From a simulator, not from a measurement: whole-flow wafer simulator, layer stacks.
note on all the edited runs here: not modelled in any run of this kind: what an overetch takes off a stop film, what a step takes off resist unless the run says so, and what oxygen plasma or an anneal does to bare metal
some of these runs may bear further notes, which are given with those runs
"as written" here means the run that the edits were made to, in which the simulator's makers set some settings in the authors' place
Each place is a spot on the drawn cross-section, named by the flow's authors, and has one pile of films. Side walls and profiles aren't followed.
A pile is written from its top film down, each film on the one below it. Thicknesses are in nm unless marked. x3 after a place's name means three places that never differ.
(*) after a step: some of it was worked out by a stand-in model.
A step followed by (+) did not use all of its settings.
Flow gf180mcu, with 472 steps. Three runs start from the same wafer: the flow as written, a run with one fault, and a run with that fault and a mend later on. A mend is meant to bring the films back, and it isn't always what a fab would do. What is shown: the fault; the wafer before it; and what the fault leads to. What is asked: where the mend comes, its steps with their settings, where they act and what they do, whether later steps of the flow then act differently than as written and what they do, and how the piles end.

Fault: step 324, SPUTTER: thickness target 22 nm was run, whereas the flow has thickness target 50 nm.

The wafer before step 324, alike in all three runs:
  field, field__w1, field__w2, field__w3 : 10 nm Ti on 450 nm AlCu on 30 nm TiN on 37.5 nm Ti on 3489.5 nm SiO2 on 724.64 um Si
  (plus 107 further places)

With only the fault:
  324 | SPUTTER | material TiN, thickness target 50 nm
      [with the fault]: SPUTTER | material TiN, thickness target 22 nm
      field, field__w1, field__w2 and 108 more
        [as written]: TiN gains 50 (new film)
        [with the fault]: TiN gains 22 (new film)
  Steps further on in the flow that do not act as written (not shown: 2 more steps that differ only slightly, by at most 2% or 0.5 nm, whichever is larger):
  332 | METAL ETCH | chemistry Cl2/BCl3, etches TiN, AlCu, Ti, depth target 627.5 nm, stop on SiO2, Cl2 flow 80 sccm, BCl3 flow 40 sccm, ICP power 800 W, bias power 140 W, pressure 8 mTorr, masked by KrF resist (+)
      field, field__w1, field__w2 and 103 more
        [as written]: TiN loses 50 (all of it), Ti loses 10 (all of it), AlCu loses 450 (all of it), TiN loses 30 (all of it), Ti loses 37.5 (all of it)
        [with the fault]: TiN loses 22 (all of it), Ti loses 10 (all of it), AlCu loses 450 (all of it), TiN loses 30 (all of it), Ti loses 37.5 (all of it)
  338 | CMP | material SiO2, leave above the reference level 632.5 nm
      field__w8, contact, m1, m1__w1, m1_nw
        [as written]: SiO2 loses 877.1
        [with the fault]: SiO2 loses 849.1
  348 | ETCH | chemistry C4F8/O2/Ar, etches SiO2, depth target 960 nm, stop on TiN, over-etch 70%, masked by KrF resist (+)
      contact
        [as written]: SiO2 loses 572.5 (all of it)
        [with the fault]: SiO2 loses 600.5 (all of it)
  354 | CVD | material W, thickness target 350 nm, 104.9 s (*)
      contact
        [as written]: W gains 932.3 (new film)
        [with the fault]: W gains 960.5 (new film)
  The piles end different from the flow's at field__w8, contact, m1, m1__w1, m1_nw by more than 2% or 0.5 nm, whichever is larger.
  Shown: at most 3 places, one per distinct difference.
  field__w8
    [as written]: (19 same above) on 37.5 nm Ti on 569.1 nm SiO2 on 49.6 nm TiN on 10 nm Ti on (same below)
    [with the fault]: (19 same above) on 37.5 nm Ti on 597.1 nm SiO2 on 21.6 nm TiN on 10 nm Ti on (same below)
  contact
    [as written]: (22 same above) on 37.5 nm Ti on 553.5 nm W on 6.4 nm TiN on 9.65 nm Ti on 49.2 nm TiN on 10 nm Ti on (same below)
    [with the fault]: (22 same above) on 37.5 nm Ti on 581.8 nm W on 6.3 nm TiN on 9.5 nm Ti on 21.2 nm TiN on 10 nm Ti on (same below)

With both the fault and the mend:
  The mend stands after step 331.
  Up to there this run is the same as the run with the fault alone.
  331a | STRIP | chemistry O2/N2, power 2160 W, pressure 1700 mTorr (*)
      field__w8, contact, m1, m1__w1, m1_nw
        KrF resist loses 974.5 (all of it)
  331b | SPUTTER | material TiN, thickness target 28 nm (the flow's step 324, run once more with other settings)
      field, field__w1, field__w2 and 108 more
        TiN gains 28
  331c | HMDS | 120 C, 60 s (the flow's step 326, run once more)
      alters no film at any place that is followed
  331d | COAT | KrF resist, thickness 1000 nm (the flow's step 327, run once more)
      field, field__w1, field__w2 and 108 more
        KrF resist gains 1000 (new film)
  331e | SOFTBAKE | KrF resist (the flow's step 328, run once more)
      alters no film at any place that is followed
  331f | EXPOSE | photomask Metal3 (the flow's step 329, run once more)
      alters no film at any place that is followed
  331g | PEB | KrF resist, 135 C, 90 s (the flow's step 330, run once more)
      field, field__w1, field__w2 and 108 more
        KrF resist loses 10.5
  331h | DEVELOP | thickness 1000 nm, 60 s (the flow's step 331, run once more)
      field, field__w1, field__w2 and 103 more
        KrF resist loses 989.5 (all of it)
      field__w8, contact, m1, m1__w1, m1_nw
        KrF resist loses 14.9
  None of the later steps of the flow acts differently than as written at any place that is followed.
  At every place that both follow, the piles at the end match the flow's.
